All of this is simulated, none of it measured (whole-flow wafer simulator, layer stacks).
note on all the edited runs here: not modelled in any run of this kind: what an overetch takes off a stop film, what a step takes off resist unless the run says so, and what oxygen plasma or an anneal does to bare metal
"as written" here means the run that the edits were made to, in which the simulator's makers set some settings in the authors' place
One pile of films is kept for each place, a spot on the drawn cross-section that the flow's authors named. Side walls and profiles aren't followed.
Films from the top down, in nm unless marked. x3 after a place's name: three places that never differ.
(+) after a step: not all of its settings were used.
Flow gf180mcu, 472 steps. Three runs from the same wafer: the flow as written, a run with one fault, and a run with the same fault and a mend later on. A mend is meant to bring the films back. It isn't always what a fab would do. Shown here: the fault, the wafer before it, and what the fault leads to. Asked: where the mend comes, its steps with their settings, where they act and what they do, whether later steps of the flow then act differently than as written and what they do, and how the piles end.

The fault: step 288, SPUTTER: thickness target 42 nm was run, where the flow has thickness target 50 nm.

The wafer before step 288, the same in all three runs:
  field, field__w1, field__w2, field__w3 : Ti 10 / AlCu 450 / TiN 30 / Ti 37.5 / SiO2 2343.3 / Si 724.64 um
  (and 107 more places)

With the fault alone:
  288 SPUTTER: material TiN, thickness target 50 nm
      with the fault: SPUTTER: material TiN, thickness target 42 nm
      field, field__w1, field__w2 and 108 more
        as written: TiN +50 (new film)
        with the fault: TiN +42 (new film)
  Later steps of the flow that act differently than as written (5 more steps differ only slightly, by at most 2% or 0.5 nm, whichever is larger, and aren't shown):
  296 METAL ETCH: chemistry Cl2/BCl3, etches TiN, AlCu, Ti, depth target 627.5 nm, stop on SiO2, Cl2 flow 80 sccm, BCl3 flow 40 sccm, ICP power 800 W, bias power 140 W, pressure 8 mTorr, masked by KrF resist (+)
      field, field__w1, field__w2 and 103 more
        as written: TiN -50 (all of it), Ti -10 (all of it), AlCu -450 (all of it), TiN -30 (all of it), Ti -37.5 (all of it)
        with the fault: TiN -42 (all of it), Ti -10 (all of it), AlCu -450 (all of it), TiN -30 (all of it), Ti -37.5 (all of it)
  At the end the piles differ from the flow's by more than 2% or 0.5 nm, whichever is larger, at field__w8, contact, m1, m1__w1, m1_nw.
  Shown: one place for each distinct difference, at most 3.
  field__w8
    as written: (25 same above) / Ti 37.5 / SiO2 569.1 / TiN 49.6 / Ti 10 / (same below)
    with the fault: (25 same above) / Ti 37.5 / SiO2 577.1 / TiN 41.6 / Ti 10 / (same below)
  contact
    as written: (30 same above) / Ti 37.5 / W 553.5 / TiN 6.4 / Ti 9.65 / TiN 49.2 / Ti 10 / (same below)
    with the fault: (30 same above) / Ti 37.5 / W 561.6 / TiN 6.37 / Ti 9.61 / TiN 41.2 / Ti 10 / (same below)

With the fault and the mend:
  The mend comes after step 288.
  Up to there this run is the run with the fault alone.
  288a SPUTTER: material TiN, thickness target 8 nm (the flow's step 288 once more, with other settings)
      field, field__w1, field__w2 and 108 more
        TiN +8
  No later step of the flow acts differently than as written at any place that is followed.
  At the end the piles are the same as the flow's at every place that both follow.
